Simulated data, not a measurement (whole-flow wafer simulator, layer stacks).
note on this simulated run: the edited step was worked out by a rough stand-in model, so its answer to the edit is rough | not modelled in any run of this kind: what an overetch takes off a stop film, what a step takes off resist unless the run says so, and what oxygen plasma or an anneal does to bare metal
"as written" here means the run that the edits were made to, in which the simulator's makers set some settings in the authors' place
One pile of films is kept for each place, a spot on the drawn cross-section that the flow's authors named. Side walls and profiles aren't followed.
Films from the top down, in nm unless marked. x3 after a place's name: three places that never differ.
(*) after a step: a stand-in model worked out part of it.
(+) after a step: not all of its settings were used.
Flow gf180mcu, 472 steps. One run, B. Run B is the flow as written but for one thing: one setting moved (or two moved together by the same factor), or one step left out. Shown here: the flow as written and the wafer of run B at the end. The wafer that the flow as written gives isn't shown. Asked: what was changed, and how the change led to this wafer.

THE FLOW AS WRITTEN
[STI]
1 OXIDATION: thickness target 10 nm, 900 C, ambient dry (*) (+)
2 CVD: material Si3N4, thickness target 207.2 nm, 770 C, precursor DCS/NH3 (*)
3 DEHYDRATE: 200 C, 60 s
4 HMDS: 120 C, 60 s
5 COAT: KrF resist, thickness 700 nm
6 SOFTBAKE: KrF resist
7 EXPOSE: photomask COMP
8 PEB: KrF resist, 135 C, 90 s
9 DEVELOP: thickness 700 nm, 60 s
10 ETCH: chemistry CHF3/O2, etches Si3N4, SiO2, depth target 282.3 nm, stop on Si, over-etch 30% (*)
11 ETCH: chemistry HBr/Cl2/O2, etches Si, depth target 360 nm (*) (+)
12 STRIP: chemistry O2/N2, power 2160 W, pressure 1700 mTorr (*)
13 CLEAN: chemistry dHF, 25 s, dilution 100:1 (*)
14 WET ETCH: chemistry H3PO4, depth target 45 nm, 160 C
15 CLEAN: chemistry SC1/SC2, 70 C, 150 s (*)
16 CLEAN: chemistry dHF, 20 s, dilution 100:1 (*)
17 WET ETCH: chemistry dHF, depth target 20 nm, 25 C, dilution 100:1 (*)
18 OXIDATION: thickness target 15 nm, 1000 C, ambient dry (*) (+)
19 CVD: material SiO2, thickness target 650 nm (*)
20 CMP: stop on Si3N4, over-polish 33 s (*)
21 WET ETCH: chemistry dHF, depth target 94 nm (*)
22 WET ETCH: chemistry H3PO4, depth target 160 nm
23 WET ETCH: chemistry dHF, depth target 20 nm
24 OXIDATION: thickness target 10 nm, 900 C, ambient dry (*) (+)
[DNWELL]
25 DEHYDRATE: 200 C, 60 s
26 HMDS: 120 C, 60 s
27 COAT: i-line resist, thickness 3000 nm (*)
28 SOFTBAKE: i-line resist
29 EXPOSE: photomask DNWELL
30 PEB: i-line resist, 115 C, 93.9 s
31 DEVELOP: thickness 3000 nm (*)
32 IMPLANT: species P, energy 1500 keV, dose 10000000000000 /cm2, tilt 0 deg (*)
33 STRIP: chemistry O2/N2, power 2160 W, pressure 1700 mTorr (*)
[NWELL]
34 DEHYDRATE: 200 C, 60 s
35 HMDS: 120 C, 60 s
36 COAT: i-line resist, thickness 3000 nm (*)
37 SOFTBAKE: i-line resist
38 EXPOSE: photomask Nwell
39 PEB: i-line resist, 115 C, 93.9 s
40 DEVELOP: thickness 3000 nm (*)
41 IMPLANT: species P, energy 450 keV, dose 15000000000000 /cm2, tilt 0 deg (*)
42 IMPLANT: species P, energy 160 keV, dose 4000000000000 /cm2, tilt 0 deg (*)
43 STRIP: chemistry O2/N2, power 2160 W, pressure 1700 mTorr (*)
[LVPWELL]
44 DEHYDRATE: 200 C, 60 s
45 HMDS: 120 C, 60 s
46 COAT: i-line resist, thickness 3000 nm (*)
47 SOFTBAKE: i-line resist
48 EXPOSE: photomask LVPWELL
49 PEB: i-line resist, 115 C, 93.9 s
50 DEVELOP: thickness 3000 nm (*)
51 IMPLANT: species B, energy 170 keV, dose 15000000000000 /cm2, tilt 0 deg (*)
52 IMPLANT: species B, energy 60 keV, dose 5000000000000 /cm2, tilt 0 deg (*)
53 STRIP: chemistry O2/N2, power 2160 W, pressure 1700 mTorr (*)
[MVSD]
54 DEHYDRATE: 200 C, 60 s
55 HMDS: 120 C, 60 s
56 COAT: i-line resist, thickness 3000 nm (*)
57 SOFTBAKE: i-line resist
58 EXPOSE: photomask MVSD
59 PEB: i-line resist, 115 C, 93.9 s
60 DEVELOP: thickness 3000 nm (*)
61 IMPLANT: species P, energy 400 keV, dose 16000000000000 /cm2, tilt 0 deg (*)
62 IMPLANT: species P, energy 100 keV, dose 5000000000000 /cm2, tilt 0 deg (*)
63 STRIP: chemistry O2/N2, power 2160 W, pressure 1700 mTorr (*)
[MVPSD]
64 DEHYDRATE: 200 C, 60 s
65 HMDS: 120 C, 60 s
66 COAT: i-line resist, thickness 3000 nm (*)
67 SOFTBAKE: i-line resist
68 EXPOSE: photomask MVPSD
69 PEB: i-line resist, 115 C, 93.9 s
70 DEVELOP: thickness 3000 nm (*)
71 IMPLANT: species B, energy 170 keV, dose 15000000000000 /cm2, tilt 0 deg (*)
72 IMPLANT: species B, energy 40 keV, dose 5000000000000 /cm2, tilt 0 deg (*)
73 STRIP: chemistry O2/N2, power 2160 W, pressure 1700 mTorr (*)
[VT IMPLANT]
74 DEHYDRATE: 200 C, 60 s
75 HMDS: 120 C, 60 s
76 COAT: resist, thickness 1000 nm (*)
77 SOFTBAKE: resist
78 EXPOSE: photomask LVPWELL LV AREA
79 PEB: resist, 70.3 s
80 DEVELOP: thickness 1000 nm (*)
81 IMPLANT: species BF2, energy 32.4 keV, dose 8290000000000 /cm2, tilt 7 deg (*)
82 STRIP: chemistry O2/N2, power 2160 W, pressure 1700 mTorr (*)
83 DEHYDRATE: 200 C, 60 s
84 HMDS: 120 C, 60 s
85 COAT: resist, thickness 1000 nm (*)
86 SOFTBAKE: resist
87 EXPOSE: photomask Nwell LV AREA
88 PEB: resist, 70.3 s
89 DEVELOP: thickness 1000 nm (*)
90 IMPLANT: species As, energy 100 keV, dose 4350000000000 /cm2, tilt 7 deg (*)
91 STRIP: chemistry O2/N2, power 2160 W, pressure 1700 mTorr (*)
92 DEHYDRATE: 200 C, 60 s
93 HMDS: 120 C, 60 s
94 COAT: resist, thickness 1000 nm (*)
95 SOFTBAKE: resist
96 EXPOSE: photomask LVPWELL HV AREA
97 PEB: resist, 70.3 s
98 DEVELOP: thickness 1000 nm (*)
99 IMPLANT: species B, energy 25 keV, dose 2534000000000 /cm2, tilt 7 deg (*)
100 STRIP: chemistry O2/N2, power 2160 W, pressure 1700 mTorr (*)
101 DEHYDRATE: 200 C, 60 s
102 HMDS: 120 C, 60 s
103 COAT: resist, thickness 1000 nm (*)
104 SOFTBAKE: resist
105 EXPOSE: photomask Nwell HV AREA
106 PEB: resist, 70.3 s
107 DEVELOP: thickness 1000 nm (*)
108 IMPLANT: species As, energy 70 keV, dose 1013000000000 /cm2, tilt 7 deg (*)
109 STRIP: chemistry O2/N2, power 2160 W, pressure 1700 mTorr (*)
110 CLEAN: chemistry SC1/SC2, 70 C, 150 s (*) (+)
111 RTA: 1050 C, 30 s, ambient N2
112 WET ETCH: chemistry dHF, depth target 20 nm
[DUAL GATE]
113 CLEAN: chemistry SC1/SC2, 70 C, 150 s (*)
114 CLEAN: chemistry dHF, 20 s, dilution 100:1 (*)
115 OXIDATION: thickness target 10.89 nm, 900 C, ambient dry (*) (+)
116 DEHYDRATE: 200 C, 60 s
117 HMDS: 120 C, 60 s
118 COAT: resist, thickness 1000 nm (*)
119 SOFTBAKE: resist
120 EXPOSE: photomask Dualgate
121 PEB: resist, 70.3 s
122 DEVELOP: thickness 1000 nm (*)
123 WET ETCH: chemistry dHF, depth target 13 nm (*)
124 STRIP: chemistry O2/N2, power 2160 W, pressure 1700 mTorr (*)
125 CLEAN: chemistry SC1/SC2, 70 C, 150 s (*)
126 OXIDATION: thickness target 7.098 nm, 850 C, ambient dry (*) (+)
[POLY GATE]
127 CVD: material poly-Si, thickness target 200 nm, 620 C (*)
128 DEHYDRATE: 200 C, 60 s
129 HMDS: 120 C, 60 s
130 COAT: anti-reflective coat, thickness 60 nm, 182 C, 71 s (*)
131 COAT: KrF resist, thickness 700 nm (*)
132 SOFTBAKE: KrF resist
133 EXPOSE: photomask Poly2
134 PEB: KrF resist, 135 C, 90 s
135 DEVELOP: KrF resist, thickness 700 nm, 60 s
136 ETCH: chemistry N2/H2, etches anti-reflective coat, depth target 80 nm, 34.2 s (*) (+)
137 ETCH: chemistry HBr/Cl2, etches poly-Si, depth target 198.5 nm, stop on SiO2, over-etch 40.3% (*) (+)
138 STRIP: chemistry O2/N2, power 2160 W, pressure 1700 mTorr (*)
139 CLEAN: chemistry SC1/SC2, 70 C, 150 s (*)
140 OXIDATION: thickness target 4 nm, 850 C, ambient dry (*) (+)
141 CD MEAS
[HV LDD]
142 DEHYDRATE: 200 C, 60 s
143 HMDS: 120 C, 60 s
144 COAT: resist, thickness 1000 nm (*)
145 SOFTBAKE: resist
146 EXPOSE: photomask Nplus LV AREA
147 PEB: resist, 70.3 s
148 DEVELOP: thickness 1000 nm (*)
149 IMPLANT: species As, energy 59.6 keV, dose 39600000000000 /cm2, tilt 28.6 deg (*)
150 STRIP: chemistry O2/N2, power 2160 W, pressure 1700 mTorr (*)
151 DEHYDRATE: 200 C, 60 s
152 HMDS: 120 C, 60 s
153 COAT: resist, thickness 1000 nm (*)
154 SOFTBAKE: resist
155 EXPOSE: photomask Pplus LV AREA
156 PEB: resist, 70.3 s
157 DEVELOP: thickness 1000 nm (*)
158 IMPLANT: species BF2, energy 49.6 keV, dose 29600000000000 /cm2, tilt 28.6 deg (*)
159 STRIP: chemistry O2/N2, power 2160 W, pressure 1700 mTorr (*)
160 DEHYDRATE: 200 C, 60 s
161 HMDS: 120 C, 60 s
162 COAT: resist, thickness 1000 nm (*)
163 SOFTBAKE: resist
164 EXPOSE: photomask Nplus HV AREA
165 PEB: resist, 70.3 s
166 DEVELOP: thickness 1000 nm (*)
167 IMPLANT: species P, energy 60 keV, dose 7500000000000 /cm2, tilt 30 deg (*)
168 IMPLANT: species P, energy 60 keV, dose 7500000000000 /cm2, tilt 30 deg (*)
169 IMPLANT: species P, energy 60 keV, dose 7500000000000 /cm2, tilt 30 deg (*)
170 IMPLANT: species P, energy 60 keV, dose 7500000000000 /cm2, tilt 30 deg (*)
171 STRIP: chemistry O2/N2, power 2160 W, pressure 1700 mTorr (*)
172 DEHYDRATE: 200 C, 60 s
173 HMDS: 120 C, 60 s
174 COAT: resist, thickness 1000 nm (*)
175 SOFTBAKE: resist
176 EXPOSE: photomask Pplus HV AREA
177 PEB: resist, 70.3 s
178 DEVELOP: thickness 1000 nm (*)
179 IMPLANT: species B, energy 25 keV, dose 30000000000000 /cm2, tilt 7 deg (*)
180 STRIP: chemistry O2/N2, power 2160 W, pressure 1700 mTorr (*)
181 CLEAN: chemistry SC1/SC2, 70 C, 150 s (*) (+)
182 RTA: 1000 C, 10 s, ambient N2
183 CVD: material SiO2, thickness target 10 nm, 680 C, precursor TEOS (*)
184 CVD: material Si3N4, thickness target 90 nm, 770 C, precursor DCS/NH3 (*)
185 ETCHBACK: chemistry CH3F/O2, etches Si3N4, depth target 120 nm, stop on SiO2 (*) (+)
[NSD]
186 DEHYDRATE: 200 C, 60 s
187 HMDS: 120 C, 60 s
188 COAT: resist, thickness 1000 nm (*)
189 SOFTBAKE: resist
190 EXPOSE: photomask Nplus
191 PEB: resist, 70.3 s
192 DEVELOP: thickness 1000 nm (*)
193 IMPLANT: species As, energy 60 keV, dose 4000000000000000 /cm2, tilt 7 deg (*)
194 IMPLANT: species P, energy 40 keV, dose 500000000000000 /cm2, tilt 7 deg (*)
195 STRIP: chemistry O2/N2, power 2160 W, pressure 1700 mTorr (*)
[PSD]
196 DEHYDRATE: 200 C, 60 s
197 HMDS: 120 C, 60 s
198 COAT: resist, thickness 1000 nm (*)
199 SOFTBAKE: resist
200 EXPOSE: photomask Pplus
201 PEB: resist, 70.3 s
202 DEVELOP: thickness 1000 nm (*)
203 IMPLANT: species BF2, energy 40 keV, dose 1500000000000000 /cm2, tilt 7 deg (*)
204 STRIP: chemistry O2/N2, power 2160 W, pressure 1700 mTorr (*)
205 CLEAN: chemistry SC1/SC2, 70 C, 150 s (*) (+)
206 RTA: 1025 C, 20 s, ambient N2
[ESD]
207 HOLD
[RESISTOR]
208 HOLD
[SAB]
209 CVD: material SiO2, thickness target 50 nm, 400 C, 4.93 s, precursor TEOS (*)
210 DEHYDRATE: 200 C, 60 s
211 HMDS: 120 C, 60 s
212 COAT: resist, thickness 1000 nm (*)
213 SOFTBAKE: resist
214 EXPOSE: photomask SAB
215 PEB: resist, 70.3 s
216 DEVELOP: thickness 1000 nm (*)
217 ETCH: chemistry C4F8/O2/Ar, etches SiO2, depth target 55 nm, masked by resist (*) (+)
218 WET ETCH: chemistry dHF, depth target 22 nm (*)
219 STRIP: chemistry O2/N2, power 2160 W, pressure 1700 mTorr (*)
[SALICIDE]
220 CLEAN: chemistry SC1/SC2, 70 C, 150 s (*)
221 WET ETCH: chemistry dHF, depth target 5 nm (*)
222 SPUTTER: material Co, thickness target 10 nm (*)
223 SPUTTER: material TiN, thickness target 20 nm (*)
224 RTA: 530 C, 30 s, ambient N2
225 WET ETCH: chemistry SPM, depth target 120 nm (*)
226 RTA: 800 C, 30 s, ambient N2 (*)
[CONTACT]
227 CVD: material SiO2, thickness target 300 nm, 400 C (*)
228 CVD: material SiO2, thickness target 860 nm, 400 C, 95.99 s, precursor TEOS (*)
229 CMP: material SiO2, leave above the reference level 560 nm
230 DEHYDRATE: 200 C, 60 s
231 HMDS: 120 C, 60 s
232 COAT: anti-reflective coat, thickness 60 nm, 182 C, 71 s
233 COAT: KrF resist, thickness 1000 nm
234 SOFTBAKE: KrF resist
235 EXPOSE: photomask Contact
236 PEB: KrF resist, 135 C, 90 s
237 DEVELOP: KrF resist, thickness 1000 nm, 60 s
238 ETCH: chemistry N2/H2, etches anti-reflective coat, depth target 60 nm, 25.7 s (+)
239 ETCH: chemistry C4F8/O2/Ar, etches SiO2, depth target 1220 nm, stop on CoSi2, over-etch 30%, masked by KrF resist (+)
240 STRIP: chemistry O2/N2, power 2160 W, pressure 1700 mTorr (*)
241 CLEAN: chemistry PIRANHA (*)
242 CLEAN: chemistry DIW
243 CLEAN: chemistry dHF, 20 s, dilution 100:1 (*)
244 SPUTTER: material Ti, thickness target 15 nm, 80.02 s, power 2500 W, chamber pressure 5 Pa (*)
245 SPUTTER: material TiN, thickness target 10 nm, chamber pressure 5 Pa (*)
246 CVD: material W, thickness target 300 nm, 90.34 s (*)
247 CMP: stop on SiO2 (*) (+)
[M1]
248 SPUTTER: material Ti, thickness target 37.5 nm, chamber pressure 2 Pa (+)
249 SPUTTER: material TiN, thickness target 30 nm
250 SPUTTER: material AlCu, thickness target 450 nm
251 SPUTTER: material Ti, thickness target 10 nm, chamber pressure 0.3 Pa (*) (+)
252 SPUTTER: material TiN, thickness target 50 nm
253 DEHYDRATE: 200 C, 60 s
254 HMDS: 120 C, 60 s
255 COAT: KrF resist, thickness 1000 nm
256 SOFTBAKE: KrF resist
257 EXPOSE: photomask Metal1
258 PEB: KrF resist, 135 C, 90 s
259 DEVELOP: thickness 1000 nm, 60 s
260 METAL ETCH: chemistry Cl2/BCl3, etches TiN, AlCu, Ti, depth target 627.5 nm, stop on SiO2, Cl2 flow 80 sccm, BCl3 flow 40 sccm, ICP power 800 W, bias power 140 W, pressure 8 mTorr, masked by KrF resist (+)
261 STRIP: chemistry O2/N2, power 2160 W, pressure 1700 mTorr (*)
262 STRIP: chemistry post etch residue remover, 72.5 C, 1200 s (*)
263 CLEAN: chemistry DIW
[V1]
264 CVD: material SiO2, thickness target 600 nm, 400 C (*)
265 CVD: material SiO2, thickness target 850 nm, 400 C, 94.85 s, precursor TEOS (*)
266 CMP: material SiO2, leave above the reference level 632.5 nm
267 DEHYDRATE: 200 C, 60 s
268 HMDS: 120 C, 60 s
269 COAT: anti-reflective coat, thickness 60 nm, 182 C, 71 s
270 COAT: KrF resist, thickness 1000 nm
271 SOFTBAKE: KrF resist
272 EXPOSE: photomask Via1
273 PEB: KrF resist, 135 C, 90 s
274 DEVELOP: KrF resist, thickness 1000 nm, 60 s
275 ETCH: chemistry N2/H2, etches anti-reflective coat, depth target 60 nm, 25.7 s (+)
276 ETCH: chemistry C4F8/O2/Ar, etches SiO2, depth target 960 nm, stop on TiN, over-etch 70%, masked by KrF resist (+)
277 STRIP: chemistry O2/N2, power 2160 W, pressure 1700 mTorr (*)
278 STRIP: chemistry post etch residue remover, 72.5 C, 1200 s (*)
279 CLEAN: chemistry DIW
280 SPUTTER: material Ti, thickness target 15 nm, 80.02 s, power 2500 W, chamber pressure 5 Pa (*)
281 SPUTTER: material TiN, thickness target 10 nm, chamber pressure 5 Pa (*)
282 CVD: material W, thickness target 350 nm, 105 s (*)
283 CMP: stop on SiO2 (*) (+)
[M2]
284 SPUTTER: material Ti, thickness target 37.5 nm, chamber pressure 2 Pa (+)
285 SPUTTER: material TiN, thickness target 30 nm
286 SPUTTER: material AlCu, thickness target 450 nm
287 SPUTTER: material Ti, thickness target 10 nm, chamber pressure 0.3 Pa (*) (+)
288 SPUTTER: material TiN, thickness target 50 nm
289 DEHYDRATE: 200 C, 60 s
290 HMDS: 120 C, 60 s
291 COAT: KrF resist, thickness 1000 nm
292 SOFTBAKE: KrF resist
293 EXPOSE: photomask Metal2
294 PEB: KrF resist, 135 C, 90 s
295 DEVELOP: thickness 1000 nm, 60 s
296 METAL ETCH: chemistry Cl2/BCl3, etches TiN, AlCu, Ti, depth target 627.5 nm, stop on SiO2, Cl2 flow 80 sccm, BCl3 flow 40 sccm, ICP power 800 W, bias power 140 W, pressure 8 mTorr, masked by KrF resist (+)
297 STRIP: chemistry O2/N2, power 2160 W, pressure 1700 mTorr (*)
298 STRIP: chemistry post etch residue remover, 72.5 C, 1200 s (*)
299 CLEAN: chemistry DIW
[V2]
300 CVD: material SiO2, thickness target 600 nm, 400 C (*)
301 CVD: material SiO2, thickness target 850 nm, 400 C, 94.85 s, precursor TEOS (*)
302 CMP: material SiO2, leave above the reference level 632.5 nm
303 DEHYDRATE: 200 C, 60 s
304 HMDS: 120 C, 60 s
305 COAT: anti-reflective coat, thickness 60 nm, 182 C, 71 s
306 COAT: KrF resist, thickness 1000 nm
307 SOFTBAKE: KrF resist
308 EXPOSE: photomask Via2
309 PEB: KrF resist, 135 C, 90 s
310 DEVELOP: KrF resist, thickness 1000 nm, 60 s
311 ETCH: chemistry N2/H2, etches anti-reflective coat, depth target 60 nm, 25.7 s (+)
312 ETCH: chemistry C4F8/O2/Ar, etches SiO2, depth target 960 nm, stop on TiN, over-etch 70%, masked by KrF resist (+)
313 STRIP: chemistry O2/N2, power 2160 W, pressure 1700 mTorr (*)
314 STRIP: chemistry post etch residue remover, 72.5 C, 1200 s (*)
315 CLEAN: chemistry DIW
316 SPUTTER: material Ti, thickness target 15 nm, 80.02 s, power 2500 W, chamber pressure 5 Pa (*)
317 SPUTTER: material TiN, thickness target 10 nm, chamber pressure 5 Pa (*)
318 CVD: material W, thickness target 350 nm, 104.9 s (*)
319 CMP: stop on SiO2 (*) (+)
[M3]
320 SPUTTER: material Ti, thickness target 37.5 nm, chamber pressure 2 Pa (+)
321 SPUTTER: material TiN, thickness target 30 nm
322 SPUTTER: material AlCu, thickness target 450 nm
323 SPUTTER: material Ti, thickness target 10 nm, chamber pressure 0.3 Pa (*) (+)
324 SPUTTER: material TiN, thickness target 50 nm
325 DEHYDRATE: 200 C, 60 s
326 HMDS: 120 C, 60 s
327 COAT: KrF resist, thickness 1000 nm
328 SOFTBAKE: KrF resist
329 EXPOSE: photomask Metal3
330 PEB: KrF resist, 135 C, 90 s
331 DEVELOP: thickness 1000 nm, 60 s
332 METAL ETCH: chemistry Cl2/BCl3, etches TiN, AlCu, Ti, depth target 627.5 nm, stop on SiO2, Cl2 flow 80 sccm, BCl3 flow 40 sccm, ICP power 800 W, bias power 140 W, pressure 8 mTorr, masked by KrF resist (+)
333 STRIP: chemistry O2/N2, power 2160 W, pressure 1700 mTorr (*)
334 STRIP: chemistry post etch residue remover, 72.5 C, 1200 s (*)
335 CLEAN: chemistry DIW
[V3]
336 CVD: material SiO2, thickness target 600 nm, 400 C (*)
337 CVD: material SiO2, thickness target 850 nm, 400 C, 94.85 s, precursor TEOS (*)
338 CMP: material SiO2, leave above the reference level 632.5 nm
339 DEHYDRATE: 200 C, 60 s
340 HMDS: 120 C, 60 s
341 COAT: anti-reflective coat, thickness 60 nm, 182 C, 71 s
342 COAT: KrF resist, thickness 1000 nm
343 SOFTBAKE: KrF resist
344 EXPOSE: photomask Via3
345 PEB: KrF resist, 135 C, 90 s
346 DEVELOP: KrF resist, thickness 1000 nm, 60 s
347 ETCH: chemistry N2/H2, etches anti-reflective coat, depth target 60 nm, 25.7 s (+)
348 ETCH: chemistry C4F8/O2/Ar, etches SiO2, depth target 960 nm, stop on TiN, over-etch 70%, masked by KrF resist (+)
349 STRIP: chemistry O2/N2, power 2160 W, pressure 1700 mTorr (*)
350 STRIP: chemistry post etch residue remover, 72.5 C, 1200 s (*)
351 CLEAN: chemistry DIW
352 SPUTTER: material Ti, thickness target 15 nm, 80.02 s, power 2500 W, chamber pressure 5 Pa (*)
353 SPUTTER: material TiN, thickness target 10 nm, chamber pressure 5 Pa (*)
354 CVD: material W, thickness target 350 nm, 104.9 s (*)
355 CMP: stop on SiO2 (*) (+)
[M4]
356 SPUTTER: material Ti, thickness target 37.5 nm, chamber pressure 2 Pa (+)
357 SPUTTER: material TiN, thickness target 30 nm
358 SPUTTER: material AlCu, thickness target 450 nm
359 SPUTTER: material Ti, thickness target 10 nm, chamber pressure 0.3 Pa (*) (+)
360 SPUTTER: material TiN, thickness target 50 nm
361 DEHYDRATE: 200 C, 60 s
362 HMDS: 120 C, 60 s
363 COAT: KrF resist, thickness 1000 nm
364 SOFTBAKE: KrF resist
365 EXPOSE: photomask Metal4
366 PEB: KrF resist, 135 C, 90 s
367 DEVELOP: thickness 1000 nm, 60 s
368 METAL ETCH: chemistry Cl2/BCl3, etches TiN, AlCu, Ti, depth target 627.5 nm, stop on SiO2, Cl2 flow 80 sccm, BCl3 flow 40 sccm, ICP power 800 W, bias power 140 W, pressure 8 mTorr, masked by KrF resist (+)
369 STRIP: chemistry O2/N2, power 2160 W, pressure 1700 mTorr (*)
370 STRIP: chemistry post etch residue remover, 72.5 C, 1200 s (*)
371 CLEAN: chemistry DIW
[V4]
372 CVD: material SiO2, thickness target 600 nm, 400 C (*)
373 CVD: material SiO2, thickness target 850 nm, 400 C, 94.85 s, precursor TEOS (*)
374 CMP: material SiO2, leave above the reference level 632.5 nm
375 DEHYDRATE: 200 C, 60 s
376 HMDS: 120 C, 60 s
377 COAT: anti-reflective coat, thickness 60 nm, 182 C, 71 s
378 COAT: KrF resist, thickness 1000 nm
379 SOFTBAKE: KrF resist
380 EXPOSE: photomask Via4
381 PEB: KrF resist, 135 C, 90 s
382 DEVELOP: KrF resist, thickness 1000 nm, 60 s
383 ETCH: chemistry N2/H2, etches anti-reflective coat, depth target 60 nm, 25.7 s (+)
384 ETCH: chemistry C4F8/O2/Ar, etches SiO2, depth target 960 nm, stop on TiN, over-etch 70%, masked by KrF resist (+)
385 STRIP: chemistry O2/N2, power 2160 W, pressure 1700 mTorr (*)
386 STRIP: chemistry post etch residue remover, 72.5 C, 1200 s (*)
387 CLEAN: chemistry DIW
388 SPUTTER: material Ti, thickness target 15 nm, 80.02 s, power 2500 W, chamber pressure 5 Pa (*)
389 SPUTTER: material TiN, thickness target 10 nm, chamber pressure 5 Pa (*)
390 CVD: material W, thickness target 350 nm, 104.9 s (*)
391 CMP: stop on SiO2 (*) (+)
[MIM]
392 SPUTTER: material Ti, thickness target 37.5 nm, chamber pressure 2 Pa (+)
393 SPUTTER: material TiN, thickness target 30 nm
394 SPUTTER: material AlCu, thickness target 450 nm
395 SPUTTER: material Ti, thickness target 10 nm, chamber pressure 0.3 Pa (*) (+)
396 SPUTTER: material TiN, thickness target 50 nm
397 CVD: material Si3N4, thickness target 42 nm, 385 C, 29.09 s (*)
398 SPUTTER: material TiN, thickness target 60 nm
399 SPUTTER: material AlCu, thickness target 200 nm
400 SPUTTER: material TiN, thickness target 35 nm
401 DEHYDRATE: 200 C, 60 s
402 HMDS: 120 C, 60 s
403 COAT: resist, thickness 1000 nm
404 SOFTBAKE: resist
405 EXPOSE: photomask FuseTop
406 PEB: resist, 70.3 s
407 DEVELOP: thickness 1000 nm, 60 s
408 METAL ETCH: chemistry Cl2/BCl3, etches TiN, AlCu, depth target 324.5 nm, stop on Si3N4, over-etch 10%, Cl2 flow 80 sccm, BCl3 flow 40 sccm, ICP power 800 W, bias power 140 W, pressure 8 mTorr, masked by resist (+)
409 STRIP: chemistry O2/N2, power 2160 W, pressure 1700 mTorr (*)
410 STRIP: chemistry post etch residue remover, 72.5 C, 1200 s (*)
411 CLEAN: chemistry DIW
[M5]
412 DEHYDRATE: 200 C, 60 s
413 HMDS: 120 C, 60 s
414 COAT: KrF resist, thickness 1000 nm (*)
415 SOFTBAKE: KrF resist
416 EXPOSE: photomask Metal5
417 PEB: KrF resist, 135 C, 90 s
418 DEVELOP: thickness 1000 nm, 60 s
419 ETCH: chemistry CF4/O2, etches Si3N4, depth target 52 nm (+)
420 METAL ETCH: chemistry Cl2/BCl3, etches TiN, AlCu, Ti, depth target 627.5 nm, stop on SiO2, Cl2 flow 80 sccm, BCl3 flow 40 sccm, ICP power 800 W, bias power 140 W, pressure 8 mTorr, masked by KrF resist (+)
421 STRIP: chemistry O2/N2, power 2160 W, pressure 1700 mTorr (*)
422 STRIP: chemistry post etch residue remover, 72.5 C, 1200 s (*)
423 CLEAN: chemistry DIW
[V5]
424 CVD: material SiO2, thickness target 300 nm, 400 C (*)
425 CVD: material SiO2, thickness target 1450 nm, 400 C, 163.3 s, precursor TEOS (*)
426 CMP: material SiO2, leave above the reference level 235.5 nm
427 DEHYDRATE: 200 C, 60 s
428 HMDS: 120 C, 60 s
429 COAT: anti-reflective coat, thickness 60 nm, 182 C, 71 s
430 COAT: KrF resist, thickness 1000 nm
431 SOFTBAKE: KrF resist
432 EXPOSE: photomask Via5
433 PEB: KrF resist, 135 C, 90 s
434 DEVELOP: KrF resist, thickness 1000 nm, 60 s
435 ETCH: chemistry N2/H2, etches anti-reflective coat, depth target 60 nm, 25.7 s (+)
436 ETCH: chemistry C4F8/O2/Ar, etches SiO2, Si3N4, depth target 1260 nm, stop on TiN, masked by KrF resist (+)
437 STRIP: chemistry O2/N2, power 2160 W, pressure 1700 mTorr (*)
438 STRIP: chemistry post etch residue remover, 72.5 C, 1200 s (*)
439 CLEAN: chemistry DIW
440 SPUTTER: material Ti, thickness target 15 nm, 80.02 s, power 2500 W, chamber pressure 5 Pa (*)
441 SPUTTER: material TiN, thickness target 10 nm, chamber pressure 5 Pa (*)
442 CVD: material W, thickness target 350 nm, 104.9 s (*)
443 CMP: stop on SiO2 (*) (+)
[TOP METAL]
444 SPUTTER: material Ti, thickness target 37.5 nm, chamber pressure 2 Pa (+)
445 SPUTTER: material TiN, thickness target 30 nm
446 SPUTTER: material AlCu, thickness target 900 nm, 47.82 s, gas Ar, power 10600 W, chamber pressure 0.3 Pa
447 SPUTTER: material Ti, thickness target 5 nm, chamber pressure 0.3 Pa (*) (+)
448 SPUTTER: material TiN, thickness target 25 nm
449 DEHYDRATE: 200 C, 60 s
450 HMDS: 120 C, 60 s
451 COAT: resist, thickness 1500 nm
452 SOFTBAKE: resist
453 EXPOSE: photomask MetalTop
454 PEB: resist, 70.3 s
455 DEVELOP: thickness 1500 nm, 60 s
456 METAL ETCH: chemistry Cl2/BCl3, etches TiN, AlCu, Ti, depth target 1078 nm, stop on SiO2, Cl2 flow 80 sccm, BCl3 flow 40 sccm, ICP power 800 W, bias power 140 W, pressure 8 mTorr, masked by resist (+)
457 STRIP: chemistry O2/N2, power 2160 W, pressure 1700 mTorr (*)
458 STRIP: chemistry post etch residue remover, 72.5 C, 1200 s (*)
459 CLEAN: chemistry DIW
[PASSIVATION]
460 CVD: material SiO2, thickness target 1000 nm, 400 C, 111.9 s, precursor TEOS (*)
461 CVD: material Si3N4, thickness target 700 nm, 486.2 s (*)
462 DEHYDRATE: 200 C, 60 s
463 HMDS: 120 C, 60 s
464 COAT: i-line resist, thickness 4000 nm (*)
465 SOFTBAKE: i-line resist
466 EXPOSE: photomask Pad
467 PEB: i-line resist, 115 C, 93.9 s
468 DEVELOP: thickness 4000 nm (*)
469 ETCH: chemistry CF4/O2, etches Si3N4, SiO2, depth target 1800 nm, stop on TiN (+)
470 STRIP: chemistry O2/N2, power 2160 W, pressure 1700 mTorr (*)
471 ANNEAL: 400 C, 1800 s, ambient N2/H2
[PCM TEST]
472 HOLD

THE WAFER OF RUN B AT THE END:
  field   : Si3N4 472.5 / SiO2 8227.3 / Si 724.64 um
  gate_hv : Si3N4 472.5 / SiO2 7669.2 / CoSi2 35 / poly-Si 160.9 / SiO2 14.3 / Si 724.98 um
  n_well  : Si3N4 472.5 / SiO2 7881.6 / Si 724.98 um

The cause: step 461, CVD: thickness target 473 nm was run, where the flow has thickness target 700 nm; step 461, CVD: 328.2 s was run, where the flow has 486.2 s.

How the change led to this, step by step:
  461 CVD: material Si3N4, thickness target 700 nm, 486.2 s (*)
      field, field__w1, field__w2 and 109 more: Si3N4 +472.5 (new film) (as written it would be: Si3N4 +700 (new film))
  465 SOFTBAKE: i-line resist
      field__w11, field__w13: i-line resist +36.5 (as written it would be: i-line resist +37.6)
      mim, ppoly_u: i-line resist +36.4 (as written it would be: i-line resist +37.5)
      (and at 48 more places)
  469 ETCH: chemistry CF4/O2, etches Si3N4, SiO2, depth target 1800 nm, stop on TiN (+)
      pad: Si3N4 -472.5 (all of it), SiO2 -1000 (all of it) (as written it would be: Si3N4 -700 (all of it), SiO2 -1000 (all of it))
